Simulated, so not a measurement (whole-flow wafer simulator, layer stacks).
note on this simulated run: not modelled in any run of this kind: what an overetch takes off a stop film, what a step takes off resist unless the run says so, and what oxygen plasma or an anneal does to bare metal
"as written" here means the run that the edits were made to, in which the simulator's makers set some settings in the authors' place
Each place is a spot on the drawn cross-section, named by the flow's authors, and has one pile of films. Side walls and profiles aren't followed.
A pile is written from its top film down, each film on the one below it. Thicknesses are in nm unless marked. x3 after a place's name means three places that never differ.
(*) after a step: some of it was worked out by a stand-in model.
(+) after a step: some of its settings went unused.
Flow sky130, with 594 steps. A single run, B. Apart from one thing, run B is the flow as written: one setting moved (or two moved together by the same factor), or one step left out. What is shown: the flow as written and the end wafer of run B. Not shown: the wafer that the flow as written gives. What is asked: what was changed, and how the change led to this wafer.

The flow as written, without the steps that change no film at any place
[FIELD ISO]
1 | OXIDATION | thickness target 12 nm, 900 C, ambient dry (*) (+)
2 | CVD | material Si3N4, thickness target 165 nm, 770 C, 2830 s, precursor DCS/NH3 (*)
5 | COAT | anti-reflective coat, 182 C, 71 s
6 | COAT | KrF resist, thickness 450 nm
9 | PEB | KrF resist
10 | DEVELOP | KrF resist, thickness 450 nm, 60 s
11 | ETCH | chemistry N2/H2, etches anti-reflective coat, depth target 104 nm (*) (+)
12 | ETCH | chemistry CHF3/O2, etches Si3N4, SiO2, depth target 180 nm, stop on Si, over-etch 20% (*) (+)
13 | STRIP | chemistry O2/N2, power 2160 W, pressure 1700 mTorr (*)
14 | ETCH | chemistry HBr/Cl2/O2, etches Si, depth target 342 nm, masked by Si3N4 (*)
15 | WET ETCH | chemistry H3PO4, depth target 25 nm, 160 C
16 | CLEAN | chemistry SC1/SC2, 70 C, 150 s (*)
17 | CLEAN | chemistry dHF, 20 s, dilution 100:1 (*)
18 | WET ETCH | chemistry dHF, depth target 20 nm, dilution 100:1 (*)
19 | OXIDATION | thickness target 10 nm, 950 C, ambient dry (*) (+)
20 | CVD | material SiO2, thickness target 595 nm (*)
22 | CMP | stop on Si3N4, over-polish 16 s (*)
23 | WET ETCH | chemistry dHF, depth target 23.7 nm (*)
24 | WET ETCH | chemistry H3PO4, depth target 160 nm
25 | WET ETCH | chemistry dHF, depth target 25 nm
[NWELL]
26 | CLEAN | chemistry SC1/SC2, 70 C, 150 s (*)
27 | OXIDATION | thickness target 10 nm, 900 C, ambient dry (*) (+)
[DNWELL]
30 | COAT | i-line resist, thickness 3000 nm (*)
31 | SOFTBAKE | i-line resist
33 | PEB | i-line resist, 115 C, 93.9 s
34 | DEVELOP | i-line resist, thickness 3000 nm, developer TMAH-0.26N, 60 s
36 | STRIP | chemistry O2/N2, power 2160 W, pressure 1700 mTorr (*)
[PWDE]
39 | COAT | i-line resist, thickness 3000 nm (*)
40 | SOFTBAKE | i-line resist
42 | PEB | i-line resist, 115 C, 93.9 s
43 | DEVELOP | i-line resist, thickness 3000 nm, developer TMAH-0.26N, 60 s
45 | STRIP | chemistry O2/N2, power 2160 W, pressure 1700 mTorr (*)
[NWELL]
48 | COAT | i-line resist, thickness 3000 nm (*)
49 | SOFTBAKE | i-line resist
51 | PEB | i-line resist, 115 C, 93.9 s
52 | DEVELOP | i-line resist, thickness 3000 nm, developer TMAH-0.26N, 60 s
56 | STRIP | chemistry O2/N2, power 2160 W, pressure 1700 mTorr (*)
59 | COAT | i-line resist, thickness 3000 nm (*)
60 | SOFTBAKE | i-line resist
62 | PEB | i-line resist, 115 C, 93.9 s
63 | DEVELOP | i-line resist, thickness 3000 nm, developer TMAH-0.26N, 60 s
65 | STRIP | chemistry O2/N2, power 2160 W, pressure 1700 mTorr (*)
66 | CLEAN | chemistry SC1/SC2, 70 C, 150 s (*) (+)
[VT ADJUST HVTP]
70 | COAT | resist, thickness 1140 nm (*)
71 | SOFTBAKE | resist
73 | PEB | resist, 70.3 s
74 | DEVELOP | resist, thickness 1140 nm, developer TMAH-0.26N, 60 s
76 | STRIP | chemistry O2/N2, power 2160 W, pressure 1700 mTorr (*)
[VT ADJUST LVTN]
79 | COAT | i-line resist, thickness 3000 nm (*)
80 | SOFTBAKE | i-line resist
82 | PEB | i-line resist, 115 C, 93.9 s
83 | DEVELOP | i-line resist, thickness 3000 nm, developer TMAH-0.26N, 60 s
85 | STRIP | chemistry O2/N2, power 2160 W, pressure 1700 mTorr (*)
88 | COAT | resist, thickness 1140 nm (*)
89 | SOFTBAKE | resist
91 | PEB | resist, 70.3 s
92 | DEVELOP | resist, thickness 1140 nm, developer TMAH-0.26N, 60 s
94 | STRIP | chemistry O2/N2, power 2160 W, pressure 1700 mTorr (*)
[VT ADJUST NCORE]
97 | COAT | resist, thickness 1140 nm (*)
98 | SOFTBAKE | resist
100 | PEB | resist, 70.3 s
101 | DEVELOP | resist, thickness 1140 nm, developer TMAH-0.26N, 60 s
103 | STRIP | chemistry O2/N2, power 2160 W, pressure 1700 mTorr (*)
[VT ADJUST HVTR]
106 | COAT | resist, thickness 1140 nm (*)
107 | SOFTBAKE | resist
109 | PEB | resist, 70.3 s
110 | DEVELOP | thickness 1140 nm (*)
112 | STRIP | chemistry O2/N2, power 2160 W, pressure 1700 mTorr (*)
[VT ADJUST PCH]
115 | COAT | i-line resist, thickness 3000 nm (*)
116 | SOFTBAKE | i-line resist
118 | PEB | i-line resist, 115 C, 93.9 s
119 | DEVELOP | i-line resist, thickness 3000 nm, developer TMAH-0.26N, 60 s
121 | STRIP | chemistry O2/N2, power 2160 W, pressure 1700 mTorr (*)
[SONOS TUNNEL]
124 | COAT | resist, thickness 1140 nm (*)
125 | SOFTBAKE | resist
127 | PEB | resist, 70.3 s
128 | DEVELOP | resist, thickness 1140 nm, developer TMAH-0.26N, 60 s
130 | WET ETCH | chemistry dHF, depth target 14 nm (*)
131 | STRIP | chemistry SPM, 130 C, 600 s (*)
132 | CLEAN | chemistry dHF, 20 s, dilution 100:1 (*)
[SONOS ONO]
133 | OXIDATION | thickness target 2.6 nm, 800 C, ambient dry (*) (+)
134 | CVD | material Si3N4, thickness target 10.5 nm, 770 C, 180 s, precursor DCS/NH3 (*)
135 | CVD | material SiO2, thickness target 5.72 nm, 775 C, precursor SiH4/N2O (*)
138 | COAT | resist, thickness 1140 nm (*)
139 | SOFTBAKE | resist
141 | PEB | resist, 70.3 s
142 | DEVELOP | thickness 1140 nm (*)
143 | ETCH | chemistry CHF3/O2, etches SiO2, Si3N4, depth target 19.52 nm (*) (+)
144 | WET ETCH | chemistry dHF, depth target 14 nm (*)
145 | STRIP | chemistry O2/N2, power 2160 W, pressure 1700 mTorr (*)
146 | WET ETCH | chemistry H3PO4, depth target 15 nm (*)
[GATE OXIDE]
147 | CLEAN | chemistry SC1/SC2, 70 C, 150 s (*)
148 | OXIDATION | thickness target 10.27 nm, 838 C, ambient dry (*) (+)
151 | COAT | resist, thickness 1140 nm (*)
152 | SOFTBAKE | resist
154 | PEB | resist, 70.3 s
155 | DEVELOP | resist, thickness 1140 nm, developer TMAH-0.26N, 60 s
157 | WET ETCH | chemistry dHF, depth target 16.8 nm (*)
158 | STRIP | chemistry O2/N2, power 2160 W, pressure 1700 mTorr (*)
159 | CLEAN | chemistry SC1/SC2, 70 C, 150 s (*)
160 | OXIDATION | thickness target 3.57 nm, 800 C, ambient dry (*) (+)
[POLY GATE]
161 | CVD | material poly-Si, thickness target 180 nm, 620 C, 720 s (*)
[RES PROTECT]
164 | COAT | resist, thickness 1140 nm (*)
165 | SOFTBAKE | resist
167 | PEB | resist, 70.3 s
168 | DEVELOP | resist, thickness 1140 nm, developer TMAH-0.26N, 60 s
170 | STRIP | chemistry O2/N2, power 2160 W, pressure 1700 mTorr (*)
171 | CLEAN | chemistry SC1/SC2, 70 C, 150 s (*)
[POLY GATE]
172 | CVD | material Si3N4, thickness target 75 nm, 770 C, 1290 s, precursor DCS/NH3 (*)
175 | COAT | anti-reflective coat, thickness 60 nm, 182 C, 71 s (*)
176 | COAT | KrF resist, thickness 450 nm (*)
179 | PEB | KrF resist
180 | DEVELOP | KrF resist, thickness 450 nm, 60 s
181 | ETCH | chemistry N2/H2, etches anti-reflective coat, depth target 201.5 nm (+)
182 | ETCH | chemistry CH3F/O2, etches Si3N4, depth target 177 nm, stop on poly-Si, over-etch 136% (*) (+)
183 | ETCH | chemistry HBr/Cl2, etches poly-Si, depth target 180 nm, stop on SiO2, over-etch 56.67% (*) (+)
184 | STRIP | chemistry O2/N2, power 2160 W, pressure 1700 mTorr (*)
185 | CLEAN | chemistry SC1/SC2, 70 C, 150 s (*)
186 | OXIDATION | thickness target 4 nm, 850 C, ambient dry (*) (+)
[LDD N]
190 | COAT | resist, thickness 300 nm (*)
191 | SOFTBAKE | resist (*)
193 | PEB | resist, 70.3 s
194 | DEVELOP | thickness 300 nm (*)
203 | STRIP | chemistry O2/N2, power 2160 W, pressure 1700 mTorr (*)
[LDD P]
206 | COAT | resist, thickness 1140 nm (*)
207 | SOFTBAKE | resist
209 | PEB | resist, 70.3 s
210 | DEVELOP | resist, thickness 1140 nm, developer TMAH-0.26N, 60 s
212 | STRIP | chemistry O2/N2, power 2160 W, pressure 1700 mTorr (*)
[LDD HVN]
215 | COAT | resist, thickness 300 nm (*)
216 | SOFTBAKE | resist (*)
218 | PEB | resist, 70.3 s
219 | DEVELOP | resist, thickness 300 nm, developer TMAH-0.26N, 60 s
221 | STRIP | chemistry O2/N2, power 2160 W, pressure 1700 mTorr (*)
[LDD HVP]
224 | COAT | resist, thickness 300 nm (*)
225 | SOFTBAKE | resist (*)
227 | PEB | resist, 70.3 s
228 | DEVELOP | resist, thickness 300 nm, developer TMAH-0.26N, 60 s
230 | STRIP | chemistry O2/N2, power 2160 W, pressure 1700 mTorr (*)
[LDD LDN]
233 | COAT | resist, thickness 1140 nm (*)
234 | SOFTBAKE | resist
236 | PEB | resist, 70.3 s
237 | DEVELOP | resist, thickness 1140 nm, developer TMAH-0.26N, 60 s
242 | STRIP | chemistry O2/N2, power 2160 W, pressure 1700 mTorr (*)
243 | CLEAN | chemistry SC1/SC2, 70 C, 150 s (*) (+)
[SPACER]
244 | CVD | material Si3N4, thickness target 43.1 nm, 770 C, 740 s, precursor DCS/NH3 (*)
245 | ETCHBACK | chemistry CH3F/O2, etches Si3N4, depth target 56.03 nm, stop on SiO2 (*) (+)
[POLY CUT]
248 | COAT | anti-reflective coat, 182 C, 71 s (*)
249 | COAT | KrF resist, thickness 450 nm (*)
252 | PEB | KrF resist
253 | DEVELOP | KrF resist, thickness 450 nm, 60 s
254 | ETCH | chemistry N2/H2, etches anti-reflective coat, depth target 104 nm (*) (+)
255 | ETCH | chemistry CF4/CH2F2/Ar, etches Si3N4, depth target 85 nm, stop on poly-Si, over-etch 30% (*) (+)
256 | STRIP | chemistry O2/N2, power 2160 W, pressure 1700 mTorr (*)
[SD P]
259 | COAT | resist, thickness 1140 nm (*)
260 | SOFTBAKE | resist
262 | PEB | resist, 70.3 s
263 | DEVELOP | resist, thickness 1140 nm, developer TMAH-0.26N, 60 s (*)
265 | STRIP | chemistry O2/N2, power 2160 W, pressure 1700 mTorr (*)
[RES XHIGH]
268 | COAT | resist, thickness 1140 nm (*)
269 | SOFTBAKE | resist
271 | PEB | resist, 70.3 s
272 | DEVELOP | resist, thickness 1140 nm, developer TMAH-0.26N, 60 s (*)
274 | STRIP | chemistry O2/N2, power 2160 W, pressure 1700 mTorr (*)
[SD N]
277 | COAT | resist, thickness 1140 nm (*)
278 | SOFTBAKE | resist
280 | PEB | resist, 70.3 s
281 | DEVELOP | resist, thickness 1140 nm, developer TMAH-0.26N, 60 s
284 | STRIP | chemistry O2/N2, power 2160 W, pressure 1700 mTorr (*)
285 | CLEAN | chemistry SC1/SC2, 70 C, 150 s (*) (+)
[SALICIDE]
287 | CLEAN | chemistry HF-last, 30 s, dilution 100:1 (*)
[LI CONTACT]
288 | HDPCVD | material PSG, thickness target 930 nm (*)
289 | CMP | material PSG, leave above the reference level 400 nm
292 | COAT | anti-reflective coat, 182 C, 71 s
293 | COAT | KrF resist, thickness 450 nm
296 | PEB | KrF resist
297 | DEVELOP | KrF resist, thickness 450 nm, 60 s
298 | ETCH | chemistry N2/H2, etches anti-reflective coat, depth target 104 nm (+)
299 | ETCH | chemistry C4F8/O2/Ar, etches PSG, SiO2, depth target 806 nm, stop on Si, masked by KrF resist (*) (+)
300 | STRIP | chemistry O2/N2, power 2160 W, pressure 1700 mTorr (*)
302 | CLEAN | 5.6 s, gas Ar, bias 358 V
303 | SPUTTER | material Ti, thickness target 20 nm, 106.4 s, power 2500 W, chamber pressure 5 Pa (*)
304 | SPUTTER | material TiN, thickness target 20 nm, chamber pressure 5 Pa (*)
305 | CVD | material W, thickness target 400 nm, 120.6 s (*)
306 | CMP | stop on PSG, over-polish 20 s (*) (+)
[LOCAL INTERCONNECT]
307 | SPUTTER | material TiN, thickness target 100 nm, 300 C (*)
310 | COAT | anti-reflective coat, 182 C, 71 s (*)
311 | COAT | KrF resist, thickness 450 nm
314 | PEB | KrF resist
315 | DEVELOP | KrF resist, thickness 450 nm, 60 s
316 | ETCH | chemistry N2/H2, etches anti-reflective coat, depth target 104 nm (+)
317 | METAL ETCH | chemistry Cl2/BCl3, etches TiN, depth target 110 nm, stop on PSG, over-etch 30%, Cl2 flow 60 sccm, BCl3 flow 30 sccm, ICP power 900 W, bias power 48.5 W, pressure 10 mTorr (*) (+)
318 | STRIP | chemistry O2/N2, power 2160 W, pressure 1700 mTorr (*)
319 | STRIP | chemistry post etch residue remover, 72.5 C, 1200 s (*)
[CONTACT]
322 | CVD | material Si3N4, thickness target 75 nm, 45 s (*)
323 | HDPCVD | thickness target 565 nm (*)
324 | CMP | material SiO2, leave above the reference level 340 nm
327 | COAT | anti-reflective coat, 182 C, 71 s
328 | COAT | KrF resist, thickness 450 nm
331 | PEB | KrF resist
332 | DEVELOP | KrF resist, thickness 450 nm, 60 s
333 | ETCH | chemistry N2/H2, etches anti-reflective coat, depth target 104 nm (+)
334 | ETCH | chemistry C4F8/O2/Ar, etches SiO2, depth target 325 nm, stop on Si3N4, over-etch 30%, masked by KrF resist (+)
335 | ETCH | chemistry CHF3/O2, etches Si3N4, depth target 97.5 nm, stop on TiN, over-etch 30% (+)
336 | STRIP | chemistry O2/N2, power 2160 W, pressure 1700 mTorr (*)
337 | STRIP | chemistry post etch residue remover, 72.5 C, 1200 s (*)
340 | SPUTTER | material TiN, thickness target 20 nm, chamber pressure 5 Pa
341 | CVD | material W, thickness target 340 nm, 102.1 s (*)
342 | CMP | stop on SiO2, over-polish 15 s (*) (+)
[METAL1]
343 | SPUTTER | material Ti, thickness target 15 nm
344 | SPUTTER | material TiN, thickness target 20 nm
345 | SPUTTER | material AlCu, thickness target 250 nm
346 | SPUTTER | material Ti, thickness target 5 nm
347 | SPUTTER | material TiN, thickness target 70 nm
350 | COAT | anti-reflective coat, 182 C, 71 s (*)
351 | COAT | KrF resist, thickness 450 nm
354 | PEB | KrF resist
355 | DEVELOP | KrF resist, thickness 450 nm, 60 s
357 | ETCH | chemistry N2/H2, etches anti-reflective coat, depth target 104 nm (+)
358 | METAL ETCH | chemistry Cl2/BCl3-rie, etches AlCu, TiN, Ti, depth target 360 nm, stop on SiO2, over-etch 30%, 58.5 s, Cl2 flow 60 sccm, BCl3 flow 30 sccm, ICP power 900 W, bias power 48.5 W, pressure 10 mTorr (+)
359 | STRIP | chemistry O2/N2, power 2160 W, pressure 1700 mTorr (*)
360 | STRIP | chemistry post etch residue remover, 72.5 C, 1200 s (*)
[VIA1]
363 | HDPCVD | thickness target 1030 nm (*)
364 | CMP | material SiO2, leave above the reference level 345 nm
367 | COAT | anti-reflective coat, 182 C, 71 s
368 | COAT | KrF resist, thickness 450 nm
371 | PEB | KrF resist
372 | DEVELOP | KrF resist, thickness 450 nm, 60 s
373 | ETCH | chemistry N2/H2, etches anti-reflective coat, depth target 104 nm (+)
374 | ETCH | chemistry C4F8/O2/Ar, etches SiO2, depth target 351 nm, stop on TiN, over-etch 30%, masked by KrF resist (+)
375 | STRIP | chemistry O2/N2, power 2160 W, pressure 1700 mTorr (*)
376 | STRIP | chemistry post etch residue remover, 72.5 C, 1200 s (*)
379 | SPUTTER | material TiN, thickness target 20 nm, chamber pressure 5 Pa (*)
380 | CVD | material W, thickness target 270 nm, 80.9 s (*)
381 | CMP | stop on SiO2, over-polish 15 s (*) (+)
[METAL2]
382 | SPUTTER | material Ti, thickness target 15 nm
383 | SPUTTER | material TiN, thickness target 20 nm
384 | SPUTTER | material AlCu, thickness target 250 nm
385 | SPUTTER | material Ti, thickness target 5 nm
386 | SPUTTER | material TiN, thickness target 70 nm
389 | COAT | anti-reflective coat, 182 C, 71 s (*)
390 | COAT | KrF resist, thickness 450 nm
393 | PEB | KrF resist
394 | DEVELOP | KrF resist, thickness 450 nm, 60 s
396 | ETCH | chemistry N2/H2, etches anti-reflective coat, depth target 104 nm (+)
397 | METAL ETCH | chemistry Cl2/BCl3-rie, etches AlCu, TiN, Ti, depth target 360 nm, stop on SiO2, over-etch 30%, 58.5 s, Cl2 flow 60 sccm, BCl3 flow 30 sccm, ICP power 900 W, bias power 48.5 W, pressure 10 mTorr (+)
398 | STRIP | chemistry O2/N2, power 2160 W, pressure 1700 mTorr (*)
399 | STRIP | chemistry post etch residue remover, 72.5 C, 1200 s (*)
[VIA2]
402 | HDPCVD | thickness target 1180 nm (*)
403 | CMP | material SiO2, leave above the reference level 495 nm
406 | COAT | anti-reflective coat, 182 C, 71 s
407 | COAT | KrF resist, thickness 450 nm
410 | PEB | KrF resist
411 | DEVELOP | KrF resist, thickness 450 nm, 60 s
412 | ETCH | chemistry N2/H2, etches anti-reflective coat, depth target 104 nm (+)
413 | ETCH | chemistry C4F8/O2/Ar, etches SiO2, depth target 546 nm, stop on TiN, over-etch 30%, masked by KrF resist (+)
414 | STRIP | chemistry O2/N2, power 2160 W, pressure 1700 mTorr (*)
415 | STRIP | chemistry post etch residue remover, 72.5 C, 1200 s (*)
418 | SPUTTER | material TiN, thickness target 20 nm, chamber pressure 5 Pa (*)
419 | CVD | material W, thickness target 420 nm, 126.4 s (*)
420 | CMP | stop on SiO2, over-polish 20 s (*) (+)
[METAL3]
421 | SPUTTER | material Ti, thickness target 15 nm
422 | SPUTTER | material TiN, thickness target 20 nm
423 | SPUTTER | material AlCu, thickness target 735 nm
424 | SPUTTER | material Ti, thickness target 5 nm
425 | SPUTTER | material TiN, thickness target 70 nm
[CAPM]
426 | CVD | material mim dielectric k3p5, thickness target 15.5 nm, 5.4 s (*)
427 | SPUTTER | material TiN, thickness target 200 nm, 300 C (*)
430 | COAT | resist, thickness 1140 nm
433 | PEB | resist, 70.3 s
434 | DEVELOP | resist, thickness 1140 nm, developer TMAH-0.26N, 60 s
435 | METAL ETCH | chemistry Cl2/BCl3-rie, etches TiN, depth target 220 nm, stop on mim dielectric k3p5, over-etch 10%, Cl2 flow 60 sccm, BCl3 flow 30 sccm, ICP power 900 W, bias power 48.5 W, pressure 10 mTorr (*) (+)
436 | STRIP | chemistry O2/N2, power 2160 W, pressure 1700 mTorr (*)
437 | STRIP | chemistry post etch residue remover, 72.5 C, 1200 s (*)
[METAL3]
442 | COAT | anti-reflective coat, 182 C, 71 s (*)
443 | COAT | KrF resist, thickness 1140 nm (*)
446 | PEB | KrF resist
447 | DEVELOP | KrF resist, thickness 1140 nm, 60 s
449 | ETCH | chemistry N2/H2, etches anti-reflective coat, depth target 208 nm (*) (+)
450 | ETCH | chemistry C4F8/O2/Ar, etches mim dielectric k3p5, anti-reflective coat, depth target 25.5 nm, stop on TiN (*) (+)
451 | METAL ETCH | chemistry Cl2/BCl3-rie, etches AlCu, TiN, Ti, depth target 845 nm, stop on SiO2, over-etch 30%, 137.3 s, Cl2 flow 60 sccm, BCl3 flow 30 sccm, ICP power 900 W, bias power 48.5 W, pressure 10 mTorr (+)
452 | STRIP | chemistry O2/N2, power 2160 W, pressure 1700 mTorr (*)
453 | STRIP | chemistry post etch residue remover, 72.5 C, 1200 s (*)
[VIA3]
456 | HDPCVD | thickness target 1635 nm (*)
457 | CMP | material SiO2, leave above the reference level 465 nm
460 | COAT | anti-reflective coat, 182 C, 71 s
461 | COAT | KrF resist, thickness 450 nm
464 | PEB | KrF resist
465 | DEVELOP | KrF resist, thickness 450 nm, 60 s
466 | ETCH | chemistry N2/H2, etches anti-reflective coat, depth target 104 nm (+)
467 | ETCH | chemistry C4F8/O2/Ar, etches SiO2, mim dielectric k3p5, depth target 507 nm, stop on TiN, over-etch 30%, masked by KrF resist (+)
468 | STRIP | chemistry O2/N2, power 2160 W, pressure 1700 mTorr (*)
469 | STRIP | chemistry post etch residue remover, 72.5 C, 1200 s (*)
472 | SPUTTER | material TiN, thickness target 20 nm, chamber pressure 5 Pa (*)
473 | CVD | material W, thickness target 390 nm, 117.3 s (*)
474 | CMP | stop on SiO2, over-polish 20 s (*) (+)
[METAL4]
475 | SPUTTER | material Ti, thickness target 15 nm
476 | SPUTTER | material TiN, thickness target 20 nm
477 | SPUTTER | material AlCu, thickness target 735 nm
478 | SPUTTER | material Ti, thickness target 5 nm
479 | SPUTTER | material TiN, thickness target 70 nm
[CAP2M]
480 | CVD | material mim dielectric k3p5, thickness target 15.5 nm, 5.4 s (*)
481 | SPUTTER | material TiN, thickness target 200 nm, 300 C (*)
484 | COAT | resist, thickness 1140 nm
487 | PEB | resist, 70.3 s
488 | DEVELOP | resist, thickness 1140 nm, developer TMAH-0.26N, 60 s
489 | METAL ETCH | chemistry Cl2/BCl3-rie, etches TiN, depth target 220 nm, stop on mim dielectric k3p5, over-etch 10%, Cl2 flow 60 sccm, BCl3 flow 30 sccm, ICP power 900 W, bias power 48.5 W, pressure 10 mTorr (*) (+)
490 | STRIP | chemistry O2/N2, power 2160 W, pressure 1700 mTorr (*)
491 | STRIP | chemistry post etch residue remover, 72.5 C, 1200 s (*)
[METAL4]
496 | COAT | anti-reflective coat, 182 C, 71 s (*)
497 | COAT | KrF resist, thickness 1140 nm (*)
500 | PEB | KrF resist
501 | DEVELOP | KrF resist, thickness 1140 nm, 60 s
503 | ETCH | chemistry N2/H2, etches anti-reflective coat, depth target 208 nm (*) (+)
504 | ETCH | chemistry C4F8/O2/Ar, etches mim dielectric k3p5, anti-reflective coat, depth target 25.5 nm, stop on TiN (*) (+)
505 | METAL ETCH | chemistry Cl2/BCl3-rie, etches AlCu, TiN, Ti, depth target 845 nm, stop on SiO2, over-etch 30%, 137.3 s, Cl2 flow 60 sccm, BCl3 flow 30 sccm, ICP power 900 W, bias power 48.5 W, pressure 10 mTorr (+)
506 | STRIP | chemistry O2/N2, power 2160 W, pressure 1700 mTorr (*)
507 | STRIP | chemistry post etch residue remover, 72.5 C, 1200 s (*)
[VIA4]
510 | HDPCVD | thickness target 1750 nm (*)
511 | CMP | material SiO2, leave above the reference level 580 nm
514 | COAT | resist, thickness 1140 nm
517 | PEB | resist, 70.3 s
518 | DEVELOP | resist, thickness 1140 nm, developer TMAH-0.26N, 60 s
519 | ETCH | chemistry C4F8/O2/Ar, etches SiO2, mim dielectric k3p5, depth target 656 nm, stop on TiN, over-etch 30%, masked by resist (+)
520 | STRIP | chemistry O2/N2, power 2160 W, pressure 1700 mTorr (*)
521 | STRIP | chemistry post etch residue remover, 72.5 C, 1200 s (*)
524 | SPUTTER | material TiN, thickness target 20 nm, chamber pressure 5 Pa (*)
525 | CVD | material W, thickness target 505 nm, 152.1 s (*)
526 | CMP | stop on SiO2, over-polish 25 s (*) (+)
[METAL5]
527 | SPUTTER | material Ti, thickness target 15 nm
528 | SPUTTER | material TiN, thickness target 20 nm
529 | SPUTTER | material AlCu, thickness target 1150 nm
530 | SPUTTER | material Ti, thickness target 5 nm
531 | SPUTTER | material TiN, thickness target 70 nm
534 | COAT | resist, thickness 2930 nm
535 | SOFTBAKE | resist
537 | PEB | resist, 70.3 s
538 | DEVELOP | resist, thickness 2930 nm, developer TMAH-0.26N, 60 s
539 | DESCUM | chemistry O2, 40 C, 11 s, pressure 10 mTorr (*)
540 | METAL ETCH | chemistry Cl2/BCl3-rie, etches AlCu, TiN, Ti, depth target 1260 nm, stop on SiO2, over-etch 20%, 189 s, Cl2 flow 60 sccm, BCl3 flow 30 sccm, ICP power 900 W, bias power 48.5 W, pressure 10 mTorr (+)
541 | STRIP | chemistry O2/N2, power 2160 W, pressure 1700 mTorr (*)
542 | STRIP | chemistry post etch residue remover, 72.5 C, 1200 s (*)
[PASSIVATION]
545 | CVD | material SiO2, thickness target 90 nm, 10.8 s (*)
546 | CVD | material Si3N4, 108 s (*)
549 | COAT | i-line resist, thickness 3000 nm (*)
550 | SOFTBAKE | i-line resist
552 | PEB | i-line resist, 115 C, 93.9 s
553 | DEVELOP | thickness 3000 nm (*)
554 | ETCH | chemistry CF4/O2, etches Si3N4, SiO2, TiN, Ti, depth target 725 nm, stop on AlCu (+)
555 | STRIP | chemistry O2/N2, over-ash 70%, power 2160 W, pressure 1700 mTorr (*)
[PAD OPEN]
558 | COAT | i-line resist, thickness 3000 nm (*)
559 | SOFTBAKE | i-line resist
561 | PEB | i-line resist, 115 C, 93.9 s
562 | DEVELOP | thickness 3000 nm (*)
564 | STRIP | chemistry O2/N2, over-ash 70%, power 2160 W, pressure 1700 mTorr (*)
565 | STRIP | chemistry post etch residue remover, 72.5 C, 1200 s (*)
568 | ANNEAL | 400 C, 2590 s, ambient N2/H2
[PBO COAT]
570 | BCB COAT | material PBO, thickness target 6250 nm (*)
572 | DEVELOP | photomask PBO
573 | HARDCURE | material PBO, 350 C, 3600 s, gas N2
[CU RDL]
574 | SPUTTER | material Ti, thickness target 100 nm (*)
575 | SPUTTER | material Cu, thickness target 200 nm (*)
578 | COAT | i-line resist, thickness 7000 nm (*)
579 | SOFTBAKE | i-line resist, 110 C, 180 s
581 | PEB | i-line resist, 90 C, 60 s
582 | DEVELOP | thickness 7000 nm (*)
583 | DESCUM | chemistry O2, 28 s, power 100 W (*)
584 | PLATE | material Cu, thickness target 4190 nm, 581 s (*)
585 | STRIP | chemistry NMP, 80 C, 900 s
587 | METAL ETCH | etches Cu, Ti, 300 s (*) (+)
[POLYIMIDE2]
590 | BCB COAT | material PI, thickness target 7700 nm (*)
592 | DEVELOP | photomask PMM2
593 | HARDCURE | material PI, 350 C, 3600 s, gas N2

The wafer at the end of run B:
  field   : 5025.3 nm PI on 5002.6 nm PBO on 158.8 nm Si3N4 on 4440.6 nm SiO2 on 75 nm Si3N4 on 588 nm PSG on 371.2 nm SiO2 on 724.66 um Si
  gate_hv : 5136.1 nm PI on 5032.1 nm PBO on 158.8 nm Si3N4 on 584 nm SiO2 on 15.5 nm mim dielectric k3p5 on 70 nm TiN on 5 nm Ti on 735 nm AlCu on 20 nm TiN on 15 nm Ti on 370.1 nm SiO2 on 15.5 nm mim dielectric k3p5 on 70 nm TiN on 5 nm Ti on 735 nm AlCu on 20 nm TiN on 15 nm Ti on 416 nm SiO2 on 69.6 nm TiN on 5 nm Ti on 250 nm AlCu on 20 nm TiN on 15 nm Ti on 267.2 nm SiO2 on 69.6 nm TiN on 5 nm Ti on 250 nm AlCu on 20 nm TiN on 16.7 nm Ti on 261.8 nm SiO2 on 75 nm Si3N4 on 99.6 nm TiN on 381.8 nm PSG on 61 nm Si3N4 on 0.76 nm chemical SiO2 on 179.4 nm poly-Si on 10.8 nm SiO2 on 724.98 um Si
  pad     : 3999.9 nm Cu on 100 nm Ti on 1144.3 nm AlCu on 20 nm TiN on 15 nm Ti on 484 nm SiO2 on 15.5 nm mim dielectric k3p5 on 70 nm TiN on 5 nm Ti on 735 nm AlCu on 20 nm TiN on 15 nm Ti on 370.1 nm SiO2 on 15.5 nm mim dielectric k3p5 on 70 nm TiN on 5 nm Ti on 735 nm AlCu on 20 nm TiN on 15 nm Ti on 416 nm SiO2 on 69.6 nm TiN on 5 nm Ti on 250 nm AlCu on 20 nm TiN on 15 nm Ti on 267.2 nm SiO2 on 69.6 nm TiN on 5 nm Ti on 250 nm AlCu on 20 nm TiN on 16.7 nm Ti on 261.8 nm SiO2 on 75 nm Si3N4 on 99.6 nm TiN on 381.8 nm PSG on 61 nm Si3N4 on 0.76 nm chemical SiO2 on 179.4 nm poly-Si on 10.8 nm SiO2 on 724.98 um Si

Cause: step 343, SPUTTER: thickness target 16.7 nm was run, whereas the flow has thickness target 15 nm.
The wafer lets one read it off: gate_hv has Ti 16.7, and step 343 as written asks for 15 nm.

Step by step, how the change led to this:
  343 | SPUTTER | material Ti, thickness target 15 nm
      field, active, n_well and 188 more: +16.7 Ti (new film) (in the flow as written it would be: +15 Ti (new film))
  358 | METAL ETCH | chemistry Cl2/BCl3-rie, etches AlCu, TiN, Ti, depth target 360 nm, stop on SiO2, over-etch 30%, 58.5 s, Cl2 flow 60 sccm, BCl3 flow 30 sccm, ICP power 900 W, bias power 48.5 W, pressure 10 mTorr (+)
      field, active, gate and 81 more: -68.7 TiN (all of it), -5 Ti (all of it), -250 AlCu (all of it), -20 TiN (all of it), -16.7 Ti (all of it), -10.8 SiO2 (in the flow as written it would be: -68.7 TiN (all of it), -5 Ti (all of it), -250 AlCu (all of it), -20 TiN (all of it), -15 Ti (all of it), -10.9 SiO2)
